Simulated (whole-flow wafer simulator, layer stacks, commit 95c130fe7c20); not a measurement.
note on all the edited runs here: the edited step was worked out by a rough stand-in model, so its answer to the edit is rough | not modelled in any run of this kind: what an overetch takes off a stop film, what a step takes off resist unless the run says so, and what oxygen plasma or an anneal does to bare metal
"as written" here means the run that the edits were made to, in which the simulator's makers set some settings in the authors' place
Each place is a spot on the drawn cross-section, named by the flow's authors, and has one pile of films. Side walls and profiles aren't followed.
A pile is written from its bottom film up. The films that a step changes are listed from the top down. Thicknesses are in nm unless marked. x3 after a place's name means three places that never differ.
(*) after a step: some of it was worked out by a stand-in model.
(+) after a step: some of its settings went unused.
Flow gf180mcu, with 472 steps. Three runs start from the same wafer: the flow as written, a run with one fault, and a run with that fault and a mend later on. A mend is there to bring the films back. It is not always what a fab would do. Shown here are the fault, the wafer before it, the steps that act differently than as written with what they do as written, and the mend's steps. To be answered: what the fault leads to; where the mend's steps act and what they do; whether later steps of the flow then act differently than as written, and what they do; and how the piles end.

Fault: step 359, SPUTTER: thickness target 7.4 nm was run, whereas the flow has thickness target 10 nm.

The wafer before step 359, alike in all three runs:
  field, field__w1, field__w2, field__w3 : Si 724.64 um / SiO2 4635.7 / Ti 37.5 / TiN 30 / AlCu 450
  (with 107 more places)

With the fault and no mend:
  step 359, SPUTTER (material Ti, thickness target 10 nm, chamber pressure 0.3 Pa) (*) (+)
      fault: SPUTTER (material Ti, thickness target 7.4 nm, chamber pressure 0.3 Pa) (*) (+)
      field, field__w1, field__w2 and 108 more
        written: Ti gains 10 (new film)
        fault: Ti gains 7.4 (new film)
  Steps further on in the flow that do not act as written (5 other steps are not shown; they differ only slightly, by no more than 2% or 0.5 nm, whichever is larger):
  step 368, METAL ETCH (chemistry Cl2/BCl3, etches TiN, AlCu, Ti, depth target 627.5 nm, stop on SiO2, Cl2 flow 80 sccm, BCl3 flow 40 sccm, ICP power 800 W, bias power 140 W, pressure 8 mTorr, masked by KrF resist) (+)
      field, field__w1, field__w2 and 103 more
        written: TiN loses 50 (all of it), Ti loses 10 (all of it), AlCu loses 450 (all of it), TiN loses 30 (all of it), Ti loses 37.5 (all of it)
        fault: TiN loses 50 (all of it), Ti loses 7.4 (all of it), AlCu loses 450 (all of it), TiN loses 30 (all of it), Ti loses 37.5 (all of it)
  At field__w8, contact, m1, m1__w1, m1_nw, the piles at the end differ from the flow's by more than 2% or 0.5 nm, whichever is larger.
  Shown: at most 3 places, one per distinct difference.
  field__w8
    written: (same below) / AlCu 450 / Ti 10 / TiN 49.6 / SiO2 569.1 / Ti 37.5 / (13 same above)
    fault: (same below) / AlCu 450 / Ti 7.4 / TiN 49.6 / SiO2 571.7 / Ti 37.5 / (13 same above)
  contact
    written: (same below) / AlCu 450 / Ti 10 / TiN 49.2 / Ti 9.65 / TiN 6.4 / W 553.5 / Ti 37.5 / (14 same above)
    fault: (same below) / AlCu 450 / Ti 7.4 / TiN 49.2 / Ti 9.64 / TiN 6.39 / W 556.1 / Ti 37.5 / (14 same above)

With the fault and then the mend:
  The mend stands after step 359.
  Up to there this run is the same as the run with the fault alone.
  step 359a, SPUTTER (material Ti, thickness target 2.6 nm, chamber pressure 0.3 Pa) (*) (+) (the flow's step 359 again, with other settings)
      field, field__w1, field__w2 and 108 more
        Ti gains 2.6
  None of the later steps of the flow acts differently than as written at any place that is followed.
  By the end, the piles equal the flow's at every place that both follow.
